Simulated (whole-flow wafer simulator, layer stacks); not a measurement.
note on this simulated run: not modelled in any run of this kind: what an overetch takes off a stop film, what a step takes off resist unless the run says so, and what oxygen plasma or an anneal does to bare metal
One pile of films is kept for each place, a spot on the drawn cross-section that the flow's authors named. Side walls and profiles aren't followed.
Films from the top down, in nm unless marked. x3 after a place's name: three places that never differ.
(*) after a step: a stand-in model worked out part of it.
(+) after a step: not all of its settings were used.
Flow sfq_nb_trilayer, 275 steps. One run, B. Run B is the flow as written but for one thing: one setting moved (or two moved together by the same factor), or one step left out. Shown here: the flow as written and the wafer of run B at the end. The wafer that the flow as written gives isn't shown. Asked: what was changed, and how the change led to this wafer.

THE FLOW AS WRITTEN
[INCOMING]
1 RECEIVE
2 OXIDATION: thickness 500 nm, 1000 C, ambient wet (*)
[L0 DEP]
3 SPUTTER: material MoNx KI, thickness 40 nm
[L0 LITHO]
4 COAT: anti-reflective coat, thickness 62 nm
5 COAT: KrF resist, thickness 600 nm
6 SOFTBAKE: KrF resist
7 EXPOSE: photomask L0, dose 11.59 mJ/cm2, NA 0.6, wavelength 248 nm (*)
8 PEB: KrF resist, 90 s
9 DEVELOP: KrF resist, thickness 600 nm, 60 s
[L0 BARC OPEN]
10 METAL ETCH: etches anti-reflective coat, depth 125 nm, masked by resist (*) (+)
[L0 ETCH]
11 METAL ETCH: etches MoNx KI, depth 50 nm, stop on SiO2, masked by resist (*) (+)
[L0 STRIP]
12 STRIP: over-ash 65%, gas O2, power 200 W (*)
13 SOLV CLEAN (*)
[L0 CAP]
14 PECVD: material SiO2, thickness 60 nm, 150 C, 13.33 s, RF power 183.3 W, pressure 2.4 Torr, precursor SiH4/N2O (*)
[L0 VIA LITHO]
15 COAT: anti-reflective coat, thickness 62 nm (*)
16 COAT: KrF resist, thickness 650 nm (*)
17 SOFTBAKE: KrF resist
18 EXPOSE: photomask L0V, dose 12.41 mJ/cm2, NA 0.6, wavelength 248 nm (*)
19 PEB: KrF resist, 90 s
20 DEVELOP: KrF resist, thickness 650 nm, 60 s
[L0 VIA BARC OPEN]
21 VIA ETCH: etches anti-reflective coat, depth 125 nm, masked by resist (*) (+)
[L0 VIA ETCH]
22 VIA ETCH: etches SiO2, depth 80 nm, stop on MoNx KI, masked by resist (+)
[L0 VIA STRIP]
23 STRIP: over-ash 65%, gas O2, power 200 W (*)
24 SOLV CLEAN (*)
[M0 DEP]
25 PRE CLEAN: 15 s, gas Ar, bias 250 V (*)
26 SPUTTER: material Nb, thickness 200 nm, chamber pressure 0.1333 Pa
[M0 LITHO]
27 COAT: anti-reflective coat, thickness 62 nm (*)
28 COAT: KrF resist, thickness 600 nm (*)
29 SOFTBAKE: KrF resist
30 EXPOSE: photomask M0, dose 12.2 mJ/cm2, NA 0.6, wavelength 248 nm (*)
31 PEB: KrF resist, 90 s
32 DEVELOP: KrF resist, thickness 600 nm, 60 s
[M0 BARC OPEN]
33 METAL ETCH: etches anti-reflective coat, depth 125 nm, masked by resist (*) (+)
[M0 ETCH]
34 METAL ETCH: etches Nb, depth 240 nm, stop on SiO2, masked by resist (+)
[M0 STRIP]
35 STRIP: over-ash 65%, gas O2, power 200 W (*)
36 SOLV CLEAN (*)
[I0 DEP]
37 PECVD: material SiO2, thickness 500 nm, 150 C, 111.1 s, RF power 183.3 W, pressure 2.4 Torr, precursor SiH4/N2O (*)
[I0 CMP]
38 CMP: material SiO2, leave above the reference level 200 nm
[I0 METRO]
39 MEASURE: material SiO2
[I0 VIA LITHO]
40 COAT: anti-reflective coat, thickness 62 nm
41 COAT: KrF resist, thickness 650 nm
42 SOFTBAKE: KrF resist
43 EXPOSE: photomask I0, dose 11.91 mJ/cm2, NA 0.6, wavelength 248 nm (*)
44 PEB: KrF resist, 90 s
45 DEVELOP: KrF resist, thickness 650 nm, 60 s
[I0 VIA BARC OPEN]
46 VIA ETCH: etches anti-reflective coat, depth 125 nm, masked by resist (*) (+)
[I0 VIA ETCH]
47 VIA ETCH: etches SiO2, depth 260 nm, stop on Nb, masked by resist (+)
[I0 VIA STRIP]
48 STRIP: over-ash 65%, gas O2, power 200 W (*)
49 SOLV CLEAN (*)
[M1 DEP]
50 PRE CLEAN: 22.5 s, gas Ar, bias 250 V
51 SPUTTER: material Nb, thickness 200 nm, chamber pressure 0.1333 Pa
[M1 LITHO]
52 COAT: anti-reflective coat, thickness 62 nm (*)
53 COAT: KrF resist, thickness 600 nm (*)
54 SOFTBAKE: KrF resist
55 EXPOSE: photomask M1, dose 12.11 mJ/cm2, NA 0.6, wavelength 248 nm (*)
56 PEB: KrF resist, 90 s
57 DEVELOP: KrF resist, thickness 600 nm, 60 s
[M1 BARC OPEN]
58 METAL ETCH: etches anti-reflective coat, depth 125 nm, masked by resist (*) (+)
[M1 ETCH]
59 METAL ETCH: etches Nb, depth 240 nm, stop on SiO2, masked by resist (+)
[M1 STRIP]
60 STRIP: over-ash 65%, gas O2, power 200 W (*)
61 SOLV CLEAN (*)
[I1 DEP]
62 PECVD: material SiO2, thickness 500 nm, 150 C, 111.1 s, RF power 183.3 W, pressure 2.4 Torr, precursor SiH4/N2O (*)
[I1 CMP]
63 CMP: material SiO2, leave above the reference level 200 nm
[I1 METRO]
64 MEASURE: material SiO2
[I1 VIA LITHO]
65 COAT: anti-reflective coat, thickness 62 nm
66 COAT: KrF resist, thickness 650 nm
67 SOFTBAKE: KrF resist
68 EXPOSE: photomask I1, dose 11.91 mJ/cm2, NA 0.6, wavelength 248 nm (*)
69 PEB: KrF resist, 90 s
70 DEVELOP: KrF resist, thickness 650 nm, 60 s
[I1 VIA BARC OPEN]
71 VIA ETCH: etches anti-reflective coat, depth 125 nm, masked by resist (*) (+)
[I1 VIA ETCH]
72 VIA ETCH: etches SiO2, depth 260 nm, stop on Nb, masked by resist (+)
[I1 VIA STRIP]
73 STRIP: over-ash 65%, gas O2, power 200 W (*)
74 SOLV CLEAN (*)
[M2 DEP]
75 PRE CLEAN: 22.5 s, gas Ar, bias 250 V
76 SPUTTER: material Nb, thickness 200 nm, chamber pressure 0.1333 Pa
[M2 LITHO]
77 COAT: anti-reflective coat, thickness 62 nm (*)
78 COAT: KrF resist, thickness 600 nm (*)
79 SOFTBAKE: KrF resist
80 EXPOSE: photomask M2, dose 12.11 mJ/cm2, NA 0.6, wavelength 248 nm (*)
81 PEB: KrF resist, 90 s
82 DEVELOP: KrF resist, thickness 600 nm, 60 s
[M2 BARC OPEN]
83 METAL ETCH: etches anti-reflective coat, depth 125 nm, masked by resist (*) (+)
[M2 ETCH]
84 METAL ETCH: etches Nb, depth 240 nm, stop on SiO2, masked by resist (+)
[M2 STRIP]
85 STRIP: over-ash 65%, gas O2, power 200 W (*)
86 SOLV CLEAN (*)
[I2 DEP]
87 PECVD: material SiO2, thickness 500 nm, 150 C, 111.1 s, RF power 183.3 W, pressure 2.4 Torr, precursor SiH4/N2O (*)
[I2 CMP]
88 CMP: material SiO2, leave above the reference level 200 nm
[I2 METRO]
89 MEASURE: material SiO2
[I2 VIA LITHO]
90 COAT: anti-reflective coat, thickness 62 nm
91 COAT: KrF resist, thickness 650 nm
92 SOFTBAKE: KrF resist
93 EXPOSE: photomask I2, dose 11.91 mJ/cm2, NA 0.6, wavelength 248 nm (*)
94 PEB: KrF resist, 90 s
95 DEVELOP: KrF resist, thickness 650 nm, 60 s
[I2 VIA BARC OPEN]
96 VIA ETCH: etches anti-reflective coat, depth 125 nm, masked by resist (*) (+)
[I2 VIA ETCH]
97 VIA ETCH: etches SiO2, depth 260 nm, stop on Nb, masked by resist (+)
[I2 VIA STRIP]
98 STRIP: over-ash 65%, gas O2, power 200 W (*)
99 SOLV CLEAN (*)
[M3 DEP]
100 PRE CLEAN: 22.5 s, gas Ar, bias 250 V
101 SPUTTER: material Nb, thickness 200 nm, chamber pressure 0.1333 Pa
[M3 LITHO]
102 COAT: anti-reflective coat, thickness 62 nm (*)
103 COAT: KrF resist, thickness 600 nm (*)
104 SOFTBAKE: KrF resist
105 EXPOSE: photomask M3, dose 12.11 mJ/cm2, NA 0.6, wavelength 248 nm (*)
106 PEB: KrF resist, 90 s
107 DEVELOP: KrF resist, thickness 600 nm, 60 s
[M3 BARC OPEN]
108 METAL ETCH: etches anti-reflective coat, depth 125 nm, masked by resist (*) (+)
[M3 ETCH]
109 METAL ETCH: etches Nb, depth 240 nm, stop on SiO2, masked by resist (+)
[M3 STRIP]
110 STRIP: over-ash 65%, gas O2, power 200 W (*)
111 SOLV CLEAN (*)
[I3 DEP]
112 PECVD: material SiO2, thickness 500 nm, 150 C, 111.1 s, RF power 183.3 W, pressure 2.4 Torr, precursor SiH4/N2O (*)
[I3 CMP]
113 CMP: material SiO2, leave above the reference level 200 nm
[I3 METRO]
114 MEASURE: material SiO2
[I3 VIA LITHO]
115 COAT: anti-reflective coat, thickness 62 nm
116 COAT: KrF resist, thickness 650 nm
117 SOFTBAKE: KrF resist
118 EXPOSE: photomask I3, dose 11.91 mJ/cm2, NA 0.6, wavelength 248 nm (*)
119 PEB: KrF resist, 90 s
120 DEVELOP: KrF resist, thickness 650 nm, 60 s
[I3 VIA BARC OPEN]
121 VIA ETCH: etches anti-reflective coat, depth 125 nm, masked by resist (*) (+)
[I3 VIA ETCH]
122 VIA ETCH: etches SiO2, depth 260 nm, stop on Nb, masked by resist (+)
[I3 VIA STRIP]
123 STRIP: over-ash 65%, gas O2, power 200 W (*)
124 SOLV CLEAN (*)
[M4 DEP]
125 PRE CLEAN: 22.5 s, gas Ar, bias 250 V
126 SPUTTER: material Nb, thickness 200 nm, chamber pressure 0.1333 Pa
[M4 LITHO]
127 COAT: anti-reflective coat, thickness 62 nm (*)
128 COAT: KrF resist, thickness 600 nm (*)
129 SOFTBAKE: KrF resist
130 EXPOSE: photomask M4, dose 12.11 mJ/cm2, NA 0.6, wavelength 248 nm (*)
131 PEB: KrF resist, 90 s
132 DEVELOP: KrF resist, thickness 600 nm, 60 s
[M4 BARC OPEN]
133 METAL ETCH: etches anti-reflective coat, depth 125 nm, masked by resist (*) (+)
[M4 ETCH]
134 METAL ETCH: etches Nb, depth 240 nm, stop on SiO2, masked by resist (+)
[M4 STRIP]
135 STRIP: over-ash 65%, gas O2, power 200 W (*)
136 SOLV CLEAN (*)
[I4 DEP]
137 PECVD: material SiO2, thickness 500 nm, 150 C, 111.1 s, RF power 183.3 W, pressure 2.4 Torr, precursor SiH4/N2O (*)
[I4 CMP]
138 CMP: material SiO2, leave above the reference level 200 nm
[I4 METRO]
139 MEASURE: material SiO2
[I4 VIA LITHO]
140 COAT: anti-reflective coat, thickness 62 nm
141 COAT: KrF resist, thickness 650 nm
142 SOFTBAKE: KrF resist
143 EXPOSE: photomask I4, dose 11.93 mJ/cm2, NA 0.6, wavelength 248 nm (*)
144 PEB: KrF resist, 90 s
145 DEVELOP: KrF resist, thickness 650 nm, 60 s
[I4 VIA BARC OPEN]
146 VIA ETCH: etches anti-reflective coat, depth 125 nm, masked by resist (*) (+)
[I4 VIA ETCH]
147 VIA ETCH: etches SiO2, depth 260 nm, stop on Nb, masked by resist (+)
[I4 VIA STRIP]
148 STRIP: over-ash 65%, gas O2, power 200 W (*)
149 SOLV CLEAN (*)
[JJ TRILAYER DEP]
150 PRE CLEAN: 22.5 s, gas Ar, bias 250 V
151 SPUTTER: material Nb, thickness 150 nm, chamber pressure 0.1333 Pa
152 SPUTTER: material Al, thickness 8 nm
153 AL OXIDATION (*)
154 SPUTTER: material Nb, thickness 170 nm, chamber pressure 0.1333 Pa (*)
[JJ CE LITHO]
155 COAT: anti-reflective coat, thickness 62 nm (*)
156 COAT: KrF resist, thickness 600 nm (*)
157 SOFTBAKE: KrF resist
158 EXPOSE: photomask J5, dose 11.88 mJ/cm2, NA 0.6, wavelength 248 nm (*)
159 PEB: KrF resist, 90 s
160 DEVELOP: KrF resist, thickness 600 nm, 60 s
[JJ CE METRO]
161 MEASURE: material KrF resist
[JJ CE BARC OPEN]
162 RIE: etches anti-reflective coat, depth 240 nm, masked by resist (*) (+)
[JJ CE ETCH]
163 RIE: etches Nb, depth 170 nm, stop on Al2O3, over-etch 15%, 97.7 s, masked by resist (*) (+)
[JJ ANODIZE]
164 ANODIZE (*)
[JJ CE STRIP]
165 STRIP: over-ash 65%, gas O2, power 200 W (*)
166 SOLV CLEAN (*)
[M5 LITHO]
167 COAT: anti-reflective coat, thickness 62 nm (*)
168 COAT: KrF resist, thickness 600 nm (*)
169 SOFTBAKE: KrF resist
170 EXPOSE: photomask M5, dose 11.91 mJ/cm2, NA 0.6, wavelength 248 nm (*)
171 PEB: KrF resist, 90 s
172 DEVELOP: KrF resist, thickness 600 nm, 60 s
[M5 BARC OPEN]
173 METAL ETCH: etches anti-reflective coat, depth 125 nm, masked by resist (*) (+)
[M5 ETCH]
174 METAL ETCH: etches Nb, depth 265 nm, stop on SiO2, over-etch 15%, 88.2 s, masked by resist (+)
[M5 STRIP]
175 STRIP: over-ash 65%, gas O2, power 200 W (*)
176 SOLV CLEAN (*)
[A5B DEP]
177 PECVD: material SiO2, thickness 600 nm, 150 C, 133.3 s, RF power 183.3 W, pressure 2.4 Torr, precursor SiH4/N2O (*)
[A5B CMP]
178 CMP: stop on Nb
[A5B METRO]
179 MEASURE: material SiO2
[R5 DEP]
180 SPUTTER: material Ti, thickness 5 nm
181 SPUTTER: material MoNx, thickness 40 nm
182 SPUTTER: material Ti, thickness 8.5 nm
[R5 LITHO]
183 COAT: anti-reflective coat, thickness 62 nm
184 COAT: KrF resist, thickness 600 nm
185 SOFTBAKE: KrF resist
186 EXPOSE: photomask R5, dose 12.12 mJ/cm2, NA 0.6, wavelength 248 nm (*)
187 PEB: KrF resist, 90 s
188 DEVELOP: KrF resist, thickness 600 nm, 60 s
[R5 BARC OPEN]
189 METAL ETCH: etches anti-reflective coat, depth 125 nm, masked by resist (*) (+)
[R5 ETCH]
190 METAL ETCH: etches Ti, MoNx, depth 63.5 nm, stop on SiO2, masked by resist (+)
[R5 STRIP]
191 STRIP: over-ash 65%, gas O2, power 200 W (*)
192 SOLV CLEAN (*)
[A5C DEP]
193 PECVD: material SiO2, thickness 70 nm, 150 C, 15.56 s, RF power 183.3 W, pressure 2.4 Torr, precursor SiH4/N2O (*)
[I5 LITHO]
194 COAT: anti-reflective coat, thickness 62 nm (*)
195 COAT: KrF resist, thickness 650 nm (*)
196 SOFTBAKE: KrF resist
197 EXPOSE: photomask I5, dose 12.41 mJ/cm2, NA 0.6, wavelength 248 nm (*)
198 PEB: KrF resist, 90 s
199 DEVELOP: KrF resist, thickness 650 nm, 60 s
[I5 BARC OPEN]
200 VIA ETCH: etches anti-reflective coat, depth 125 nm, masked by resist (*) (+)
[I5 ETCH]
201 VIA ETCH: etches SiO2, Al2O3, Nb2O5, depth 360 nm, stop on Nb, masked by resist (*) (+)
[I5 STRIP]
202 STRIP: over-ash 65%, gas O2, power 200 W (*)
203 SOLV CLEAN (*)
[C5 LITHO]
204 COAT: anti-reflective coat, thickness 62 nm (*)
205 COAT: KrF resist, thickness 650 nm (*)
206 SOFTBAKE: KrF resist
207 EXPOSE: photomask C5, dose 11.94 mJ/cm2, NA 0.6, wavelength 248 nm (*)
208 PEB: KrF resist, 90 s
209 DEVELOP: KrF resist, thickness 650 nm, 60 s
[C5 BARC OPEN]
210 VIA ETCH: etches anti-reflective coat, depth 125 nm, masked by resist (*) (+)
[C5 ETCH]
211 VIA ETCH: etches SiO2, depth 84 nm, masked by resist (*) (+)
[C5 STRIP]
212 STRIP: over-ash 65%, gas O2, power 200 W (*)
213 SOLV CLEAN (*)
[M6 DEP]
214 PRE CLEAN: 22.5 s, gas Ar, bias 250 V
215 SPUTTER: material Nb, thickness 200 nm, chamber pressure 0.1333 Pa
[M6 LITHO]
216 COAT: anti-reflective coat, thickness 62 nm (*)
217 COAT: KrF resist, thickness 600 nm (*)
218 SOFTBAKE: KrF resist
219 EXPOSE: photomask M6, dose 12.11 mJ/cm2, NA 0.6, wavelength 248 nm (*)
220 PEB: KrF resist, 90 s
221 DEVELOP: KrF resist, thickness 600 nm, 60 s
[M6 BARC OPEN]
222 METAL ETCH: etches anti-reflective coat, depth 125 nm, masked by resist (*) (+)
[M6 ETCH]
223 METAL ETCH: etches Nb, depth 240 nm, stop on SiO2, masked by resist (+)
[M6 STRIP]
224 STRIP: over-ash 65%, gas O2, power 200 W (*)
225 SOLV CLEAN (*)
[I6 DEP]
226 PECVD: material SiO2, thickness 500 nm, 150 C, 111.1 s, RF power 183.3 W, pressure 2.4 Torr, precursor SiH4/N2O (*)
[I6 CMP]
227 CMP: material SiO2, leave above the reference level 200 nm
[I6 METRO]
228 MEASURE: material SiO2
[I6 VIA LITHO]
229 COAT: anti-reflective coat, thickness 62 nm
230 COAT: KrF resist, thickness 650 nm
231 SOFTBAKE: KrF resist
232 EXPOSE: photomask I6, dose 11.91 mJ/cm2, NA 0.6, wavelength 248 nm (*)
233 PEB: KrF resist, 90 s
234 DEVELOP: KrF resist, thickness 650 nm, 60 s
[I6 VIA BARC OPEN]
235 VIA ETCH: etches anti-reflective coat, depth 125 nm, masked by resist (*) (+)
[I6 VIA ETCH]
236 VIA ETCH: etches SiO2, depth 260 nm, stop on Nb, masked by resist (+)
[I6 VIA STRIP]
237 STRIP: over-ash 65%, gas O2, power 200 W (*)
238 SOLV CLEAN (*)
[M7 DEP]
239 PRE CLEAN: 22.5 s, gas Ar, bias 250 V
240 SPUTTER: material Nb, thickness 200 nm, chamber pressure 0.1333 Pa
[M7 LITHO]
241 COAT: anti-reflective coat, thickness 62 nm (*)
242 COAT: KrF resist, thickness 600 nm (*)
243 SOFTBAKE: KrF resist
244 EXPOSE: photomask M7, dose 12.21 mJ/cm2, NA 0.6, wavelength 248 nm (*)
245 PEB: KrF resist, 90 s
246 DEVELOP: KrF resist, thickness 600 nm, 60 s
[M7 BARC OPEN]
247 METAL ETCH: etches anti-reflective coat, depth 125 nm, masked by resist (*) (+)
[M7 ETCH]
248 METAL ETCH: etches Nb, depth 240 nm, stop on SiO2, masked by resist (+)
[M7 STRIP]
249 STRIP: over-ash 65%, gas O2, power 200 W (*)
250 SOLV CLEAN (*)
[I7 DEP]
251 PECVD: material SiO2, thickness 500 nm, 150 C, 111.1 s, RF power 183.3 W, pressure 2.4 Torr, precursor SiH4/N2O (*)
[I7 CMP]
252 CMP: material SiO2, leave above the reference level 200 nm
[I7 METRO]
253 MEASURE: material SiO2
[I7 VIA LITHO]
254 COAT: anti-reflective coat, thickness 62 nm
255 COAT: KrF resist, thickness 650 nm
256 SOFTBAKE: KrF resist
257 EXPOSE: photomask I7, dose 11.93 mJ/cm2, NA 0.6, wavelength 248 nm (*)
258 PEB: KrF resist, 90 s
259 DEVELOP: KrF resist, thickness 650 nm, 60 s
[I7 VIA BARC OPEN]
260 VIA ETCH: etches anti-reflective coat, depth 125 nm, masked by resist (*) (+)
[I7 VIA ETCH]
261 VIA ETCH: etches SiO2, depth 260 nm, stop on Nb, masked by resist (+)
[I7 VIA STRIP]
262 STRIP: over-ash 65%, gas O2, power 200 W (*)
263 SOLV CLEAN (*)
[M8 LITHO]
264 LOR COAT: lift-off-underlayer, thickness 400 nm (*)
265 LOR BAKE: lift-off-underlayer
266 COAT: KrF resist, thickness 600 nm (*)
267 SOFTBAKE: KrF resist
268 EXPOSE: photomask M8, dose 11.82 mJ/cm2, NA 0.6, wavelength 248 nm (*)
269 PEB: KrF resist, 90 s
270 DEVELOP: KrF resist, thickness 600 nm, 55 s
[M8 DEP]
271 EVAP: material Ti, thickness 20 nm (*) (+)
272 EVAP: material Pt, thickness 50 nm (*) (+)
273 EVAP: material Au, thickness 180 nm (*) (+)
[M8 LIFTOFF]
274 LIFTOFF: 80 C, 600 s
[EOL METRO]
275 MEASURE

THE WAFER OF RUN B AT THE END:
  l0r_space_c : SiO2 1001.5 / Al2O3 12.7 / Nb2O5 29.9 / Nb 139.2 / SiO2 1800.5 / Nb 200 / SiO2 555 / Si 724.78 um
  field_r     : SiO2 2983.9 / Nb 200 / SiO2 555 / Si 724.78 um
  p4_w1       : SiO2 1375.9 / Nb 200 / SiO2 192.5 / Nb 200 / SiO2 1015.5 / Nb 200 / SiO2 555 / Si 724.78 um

The cause: step 76, SPUTTER: thickness 238 nm was run, where the flow has thickness 200 nm.

How the change led to this, step by step:
  76 SPUTTER: material Nb, thickness 200 nm, chamber pressure 0.1333 Pa
      field_l, v_sur, via_wl and 102 more: Nb +238 (new film) (as written it would be: Nb +200 (new film))
      via_v: Nb +208.1 (as written it would be: Nb +174.5)
  84 METAL ETCH: etches Nb, depth 240 nm, stop on SiO2, masked by resist (+)
      field_l, be, be_sur and 81 more: Nb -238 (all of it) (as written it would be: Nb -200 (all of it))
  87 PECVD: material SiO2, thickness 500 nm, 150 C, 111.1 s, RF power 183.3 W, pressure 2.4 Torr, precursor SiH4/N2O (*)
      via_v: SiO2 +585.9 (new film) (as written it would be: SiO2 +606 (new film))
  88 CMP: material SiO2, leave above the reference level 200 nm
      field_l, be, be_sur and 81 more: SiO2 -62 (as written it would be: SiO2 -100)
      via_v: SiO2 -157.1 (as written it would be: SiO2 -181.6)
